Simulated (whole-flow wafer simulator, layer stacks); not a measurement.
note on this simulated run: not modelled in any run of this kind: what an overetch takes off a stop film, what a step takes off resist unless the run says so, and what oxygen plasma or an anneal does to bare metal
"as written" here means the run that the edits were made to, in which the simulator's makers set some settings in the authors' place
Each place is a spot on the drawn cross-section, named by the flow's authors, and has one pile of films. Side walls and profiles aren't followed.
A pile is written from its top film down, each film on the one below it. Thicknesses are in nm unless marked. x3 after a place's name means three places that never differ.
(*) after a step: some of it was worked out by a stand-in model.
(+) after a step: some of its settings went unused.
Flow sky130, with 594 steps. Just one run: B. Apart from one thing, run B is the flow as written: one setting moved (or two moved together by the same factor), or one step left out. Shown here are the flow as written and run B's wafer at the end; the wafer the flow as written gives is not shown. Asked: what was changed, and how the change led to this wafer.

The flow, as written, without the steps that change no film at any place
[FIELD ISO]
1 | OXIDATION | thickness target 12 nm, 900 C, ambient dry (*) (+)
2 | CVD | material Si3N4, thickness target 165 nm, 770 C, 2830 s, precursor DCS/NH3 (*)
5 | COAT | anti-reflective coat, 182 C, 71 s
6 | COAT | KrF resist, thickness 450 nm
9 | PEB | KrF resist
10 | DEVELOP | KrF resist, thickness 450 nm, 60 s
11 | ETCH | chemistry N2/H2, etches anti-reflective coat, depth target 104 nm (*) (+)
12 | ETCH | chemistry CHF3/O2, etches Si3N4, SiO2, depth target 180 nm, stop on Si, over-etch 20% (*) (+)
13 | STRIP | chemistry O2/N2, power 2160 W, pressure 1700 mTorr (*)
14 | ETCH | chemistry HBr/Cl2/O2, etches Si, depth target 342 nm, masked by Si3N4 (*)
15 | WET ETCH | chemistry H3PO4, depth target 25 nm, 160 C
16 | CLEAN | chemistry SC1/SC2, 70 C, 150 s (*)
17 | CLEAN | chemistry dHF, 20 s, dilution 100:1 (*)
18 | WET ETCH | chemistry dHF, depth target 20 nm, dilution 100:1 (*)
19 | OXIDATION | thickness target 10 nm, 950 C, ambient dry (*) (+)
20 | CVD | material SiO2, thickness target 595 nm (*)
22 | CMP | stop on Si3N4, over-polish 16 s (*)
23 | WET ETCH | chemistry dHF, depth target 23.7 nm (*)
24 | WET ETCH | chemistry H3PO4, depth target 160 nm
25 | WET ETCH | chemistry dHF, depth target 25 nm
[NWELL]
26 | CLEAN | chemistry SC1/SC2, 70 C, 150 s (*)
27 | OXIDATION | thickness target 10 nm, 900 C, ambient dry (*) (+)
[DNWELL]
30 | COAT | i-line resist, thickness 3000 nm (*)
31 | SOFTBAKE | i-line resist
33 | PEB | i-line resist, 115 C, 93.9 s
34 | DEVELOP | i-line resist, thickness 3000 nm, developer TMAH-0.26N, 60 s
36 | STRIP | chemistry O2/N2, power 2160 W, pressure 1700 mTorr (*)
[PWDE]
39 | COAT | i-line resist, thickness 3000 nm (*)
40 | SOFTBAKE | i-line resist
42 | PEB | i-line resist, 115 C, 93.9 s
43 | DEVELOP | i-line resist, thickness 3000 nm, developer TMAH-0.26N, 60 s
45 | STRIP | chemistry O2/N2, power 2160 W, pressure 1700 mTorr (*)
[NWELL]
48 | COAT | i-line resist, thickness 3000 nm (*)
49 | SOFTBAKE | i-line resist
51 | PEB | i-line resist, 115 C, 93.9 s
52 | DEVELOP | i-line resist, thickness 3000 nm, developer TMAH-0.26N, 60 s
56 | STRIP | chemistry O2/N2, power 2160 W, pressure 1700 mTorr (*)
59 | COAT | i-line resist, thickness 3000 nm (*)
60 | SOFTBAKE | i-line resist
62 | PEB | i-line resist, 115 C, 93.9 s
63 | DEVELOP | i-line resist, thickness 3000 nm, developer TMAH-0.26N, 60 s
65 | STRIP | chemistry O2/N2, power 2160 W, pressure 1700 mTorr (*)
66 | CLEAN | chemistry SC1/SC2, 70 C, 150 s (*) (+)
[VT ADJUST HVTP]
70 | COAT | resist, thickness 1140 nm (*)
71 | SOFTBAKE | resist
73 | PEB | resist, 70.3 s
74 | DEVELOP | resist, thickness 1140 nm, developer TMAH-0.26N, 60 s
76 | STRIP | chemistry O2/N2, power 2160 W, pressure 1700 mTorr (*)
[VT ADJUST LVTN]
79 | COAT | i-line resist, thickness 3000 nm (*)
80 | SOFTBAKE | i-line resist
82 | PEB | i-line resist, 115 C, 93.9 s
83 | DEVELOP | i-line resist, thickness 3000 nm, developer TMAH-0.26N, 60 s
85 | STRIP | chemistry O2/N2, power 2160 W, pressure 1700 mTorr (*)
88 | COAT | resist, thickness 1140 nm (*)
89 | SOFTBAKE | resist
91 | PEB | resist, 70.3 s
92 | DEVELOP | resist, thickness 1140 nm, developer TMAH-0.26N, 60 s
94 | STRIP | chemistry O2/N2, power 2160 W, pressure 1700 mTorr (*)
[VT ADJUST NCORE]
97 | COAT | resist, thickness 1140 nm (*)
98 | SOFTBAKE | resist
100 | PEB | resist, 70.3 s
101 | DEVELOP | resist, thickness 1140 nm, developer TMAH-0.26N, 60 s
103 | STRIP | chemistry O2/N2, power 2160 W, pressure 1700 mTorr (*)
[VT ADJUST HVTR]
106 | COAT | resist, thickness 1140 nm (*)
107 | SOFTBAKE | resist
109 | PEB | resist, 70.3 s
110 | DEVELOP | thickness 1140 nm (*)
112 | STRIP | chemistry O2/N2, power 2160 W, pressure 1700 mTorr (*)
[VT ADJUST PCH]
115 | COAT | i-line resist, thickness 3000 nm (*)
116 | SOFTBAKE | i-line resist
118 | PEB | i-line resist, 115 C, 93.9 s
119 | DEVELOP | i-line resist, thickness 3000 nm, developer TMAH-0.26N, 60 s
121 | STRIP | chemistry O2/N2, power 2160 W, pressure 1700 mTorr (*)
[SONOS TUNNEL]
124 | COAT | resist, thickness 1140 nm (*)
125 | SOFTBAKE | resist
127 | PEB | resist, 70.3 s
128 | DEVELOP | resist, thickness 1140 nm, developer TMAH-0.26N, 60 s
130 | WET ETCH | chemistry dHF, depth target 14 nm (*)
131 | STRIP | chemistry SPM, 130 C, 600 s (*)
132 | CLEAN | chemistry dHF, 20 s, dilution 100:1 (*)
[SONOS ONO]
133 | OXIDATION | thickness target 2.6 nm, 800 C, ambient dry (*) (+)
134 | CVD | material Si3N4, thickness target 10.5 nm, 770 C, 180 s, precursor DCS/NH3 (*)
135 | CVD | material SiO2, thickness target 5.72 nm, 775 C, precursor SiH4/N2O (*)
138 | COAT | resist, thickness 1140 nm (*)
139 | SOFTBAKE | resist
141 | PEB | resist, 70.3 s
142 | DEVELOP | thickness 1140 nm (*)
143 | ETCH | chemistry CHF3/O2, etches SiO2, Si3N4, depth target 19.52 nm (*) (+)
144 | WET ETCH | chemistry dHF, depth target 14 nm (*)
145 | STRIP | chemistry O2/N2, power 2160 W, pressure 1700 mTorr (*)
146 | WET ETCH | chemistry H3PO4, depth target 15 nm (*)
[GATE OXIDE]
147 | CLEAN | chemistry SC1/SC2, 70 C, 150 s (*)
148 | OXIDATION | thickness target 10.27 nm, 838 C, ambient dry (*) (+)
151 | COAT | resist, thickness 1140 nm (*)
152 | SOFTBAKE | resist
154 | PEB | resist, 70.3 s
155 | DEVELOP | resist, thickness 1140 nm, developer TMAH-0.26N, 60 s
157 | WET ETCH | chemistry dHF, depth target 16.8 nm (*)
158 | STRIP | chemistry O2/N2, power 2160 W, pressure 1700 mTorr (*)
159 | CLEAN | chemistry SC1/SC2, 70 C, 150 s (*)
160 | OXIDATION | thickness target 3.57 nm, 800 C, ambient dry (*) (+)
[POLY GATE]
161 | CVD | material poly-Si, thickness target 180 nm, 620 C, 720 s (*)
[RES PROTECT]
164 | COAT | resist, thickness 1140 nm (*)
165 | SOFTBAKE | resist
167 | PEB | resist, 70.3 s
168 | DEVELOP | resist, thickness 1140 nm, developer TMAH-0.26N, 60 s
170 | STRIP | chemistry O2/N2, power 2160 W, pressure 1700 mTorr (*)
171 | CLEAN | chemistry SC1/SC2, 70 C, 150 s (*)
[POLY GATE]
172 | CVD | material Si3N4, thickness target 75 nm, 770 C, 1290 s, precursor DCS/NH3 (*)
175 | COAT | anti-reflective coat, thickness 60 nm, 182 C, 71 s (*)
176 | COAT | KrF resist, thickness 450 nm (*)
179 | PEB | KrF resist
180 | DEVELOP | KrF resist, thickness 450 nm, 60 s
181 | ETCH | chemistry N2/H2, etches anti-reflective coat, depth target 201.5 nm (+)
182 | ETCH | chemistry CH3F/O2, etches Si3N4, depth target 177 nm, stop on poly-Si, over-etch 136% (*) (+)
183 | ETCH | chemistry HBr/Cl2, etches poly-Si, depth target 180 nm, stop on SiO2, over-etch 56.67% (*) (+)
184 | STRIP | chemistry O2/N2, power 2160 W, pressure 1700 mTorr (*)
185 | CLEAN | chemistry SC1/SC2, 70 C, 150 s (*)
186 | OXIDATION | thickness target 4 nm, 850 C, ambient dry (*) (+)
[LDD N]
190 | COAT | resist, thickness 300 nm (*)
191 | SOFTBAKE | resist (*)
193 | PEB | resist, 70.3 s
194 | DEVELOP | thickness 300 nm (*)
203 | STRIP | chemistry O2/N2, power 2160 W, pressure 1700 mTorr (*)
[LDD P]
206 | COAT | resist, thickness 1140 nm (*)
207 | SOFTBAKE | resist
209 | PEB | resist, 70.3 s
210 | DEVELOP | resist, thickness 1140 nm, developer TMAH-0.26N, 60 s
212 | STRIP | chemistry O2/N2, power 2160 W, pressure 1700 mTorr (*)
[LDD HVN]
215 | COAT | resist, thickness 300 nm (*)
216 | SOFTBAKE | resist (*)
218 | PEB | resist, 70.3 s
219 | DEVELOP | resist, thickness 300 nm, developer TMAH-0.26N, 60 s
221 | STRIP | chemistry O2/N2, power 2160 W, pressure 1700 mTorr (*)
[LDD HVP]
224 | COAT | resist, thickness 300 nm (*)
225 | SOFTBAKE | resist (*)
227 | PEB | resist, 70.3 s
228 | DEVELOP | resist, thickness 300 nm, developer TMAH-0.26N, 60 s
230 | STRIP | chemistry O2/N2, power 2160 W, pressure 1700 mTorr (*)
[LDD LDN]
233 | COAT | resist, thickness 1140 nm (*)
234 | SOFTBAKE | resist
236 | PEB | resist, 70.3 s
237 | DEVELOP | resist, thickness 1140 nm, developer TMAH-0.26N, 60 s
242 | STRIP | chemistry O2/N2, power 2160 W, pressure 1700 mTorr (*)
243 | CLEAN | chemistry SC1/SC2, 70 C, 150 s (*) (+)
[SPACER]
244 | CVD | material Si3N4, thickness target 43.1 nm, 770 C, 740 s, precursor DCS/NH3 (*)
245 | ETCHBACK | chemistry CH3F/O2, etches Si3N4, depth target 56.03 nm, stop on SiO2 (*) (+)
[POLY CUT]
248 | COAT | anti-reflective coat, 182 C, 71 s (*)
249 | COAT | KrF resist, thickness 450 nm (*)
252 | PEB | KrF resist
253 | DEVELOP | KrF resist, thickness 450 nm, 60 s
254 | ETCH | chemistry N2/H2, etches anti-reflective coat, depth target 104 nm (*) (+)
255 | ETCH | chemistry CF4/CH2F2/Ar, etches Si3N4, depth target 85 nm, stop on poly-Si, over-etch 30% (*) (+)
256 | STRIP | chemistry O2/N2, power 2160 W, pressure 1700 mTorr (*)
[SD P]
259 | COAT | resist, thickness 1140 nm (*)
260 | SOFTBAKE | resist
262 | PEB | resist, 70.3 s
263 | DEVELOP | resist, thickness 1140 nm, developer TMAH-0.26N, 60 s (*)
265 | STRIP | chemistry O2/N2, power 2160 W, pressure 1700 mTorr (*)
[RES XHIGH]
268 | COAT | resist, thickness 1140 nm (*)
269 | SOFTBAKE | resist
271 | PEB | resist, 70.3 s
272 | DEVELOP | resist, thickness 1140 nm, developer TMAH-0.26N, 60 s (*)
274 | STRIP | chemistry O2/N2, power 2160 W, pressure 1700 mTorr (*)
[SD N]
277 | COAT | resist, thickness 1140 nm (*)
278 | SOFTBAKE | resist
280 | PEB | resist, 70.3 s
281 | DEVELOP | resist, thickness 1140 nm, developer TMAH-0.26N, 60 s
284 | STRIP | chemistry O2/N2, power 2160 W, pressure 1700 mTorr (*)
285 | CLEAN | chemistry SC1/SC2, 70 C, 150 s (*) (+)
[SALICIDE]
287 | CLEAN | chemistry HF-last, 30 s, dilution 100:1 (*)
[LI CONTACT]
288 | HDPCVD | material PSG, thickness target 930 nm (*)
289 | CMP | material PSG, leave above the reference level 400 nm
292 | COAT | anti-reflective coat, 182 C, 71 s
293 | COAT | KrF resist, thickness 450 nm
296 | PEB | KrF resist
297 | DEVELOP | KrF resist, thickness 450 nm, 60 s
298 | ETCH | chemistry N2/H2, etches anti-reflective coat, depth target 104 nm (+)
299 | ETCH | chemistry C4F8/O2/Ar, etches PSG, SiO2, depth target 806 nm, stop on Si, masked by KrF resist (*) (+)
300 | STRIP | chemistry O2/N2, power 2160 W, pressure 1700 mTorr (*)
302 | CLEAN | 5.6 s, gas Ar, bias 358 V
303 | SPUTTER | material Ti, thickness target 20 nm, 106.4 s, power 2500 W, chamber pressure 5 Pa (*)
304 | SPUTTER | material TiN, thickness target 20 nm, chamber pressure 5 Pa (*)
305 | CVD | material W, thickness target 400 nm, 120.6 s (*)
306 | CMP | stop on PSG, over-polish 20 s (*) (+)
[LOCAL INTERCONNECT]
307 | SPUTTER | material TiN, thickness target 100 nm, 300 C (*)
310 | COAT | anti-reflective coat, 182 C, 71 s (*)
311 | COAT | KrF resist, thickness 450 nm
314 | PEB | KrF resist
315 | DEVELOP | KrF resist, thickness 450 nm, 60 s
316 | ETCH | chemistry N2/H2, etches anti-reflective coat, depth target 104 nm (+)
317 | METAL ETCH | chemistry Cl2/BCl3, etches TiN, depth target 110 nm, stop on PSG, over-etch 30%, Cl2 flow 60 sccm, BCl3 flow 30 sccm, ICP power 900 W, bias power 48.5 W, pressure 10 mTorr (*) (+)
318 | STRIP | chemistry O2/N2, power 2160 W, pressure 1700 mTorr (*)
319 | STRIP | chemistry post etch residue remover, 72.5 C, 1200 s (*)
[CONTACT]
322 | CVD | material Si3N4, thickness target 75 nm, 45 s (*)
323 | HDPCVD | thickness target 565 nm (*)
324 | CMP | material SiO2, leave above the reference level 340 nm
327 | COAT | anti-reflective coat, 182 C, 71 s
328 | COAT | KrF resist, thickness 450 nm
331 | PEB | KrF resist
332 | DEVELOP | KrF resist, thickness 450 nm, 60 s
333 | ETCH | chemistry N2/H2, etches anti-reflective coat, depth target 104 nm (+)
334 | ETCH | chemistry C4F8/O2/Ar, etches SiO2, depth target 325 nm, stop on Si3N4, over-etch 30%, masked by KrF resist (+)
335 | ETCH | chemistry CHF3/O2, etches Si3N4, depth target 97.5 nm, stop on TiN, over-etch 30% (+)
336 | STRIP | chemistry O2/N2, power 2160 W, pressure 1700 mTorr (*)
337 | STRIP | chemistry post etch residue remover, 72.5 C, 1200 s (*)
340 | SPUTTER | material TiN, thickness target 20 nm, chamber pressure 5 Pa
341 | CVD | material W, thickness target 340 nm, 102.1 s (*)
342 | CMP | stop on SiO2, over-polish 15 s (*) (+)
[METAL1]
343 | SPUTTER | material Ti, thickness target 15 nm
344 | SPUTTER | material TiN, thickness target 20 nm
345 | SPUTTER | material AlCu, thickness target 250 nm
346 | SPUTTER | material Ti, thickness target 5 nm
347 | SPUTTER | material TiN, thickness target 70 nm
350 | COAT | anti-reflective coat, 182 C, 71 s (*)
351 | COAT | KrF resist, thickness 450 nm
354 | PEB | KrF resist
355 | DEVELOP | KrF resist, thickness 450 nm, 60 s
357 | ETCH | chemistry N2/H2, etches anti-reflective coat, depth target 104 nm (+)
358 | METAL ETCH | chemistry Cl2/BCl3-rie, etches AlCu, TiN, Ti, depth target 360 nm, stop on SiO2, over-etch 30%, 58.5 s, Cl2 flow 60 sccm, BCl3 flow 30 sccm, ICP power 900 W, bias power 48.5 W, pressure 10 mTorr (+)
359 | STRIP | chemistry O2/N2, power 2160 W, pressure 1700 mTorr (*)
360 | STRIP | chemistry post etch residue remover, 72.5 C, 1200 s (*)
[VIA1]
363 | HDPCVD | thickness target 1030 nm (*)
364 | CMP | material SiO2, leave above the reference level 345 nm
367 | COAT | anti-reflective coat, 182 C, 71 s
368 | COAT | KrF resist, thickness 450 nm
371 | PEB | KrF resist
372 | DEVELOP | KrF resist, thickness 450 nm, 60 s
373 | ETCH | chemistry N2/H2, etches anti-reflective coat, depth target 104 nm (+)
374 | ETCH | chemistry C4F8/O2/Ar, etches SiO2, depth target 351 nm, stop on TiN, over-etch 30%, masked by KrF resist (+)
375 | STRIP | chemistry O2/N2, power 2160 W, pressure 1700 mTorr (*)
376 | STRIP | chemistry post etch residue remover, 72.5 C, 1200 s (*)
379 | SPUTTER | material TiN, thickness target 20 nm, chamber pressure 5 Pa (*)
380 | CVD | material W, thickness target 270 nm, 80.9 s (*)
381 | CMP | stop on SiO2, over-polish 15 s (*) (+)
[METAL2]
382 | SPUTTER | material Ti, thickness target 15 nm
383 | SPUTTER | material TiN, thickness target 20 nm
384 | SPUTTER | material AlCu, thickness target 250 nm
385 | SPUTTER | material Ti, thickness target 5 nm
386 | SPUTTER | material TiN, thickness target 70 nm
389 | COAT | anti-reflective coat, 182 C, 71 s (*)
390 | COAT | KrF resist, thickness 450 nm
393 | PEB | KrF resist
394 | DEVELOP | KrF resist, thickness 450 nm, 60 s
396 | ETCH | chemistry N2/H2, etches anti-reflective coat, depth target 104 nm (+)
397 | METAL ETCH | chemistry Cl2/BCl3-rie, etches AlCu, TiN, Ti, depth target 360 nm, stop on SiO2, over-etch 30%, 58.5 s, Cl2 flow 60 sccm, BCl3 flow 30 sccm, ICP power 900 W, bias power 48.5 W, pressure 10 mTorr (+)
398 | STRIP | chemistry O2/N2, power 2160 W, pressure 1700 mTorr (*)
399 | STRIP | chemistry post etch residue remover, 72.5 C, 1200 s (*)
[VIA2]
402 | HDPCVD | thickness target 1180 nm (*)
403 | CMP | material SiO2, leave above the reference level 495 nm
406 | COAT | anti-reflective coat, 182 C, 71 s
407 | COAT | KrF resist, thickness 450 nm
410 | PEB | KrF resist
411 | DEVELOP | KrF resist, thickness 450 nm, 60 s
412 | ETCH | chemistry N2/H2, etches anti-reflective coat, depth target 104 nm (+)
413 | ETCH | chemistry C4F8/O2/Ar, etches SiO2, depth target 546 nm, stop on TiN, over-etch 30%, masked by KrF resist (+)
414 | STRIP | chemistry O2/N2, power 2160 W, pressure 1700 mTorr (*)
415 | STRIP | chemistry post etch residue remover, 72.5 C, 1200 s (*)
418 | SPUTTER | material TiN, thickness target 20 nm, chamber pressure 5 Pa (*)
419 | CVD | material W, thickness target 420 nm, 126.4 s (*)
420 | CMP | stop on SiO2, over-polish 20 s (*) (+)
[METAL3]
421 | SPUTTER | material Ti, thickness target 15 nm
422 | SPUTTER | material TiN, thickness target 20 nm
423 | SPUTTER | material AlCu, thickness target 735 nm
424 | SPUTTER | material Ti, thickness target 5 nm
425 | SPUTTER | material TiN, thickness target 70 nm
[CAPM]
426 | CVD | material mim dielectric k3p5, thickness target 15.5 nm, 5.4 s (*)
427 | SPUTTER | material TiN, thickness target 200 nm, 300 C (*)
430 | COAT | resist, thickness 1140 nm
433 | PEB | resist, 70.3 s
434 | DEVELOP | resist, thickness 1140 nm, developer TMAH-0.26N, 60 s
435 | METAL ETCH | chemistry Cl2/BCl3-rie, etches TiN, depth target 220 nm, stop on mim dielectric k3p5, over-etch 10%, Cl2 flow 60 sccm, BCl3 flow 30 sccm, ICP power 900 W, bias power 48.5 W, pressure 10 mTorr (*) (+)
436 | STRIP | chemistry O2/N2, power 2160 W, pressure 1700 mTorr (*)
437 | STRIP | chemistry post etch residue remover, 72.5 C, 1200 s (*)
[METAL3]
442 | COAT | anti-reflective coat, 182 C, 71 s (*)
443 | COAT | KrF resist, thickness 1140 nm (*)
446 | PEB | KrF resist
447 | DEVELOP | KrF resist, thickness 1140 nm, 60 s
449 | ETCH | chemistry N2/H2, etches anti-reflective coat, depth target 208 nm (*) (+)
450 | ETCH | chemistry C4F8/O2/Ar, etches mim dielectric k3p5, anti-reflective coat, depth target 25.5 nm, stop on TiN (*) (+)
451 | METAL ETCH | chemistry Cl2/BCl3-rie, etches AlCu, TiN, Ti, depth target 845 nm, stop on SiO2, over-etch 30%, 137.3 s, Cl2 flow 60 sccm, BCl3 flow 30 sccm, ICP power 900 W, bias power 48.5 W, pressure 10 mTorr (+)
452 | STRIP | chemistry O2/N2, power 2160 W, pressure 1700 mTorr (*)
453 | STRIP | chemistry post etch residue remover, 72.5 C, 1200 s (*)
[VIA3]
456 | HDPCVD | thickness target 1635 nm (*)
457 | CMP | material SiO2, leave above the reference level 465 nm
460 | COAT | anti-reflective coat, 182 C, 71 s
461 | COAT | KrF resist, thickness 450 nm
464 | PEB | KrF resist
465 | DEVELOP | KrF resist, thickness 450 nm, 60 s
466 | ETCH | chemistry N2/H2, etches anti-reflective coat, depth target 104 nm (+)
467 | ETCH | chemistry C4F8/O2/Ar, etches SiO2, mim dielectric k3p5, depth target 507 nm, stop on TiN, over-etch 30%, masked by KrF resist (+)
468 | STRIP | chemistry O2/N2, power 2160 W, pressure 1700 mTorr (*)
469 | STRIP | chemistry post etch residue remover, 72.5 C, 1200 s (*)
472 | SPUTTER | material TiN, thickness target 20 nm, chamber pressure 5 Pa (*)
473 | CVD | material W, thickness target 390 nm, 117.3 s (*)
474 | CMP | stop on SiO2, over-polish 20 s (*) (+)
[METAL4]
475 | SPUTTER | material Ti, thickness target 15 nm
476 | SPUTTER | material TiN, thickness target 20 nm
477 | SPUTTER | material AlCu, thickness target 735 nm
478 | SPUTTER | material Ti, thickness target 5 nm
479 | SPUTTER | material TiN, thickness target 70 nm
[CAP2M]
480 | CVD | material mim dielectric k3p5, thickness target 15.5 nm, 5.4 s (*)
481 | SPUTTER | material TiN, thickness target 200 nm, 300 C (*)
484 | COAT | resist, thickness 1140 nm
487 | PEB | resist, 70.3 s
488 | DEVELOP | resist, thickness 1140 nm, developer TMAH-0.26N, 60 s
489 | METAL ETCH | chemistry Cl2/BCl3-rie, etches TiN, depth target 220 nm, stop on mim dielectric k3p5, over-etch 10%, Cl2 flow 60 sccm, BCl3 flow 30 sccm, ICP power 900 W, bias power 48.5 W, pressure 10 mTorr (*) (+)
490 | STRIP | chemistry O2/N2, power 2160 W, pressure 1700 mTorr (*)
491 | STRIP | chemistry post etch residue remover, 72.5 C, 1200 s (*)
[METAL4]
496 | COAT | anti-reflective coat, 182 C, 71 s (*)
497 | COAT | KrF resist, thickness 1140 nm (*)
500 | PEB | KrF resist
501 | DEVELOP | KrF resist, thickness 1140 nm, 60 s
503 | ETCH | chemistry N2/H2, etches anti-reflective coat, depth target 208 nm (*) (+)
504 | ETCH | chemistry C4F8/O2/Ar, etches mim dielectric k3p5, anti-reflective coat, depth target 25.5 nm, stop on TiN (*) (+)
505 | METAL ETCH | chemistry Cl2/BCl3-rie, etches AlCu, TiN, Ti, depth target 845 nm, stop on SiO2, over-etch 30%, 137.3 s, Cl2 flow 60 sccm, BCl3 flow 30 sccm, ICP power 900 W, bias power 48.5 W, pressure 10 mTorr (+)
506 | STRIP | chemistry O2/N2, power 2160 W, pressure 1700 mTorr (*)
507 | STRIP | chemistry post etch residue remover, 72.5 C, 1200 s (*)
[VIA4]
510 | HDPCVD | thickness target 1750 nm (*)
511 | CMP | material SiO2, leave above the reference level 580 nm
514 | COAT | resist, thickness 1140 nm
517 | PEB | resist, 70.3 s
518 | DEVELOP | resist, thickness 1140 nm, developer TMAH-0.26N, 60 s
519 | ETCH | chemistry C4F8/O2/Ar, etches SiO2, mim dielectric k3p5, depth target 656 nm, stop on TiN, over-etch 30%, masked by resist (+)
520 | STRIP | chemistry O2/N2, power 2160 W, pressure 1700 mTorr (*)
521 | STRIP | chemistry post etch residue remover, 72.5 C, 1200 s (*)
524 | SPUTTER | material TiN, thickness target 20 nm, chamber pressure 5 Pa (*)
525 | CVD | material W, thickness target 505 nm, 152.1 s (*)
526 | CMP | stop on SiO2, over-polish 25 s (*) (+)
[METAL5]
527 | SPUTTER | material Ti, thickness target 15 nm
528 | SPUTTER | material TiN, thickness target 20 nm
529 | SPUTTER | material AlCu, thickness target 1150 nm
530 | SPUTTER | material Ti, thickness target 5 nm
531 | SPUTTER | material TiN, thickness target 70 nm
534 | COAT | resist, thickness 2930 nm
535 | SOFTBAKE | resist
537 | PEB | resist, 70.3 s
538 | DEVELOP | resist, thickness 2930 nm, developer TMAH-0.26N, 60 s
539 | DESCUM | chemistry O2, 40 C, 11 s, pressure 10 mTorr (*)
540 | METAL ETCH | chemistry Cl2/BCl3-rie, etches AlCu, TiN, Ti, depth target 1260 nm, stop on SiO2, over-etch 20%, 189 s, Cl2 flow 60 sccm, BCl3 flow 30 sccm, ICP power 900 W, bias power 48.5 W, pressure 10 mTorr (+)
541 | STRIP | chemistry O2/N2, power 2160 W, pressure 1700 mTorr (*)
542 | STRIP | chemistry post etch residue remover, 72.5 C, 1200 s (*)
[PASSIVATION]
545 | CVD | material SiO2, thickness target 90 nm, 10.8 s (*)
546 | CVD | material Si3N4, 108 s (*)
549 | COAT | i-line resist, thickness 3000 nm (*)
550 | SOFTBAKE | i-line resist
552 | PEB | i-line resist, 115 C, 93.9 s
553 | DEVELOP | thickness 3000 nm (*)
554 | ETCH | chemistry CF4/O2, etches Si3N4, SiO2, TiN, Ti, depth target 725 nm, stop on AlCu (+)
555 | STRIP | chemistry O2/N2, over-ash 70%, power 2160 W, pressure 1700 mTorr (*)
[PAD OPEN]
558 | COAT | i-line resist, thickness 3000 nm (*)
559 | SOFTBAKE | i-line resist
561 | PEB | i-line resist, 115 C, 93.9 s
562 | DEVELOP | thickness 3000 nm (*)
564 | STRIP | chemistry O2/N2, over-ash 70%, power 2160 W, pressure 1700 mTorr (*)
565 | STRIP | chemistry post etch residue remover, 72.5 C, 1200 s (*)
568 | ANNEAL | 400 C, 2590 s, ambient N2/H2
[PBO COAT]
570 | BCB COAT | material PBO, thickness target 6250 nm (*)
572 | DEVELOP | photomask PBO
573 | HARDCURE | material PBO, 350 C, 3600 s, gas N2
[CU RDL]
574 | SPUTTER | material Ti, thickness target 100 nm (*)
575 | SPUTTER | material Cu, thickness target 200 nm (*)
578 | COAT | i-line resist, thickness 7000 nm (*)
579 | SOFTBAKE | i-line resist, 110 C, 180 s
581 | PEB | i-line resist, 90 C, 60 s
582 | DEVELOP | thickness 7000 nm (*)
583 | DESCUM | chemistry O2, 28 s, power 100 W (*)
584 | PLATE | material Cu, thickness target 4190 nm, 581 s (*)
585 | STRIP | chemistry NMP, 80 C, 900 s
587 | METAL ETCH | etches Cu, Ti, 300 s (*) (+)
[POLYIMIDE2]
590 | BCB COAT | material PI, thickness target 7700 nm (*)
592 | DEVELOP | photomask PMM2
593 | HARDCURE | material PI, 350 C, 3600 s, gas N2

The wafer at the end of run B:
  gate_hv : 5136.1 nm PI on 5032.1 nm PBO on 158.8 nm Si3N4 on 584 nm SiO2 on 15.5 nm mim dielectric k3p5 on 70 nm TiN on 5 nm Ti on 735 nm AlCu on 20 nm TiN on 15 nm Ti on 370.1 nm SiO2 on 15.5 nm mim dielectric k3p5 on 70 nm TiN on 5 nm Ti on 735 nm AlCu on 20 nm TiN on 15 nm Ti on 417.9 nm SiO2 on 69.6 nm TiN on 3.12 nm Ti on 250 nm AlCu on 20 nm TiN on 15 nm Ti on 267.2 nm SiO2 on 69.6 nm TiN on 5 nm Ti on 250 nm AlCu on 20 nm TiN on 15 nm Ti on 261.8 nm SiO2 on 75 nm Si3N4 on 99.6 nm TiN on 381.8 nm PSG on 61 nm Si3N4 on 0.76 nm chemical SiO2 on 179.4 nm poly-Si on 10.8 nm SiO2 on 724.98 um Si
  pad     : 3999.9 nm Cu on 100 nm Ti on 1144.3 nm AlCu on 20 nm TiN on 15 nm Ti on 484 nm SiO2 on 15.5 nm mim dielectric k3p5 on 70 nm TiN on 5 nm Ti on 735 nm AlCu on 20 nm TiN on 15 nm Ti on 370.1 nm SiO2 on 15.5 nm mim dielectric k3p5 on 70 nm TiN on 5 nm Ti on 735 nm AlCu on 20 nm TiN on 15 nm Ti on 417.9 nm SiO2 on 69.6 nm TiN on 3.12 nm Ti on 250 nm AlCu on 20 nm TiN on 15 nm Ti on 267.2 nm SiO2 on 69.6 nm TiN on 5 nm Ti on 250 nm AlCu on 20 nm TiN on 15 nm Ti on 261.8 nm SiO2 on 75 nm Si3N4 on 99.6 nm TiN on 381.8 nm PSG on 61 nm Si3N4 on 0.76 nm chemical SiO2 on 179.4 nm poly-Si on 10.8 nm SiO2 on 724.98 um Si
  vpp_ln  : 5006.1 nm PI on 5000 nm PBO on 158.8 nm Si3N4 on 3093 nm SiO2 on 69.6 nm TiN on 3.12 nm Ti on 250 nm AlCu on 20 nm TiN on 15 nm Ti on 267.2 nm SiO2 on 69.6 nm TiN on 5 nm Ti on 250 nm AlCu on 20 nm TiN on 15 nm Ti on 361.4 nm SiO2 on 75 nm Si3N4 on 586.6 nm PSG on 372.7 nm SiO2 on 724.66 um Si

Cause: step 385, SPUTTER: thickness target 3.12 nm was run, whereas the flow has thickness target 5 nm.
The wafer itself shows it: gate_hv has Ti 3.12, and step 385 as written asks for 5 nm.

Step by step, how the change led to this:
  385 | SPUTTER | material Ti, thickness target 5 nm
      field, active, n_well and 188 more: +3.12 Ti (new film) (as written it would have been: +5 Ti (new film))
  397 | METAL ETCH | chemistry Cl2/BCl3-rie, etches AlCu, TiN, Ti, depth target 360 nm, stop on SiO2, over-etch 30%, 58.5 s, Cl2 flow 60 sccm, BCl3 flow 30 sccm, ICP power 900 W, bias power 48.5 W, pressure 10 mTorr (+)
      field, active, gate and 82 more: -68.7 TiN (all of it), -3.12 Ti (all of it), -250 AlCu (all of it), -20 TiN (all of it), -15 Ti (all of it), -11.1 SiO2 (as written it would have been: -68.7 TiN (all of it), -5 Ti (all of it), -250 AlCu (all of it), -20 TiN (all of it), -15 Ti (all of it), -10.9 SiO2)
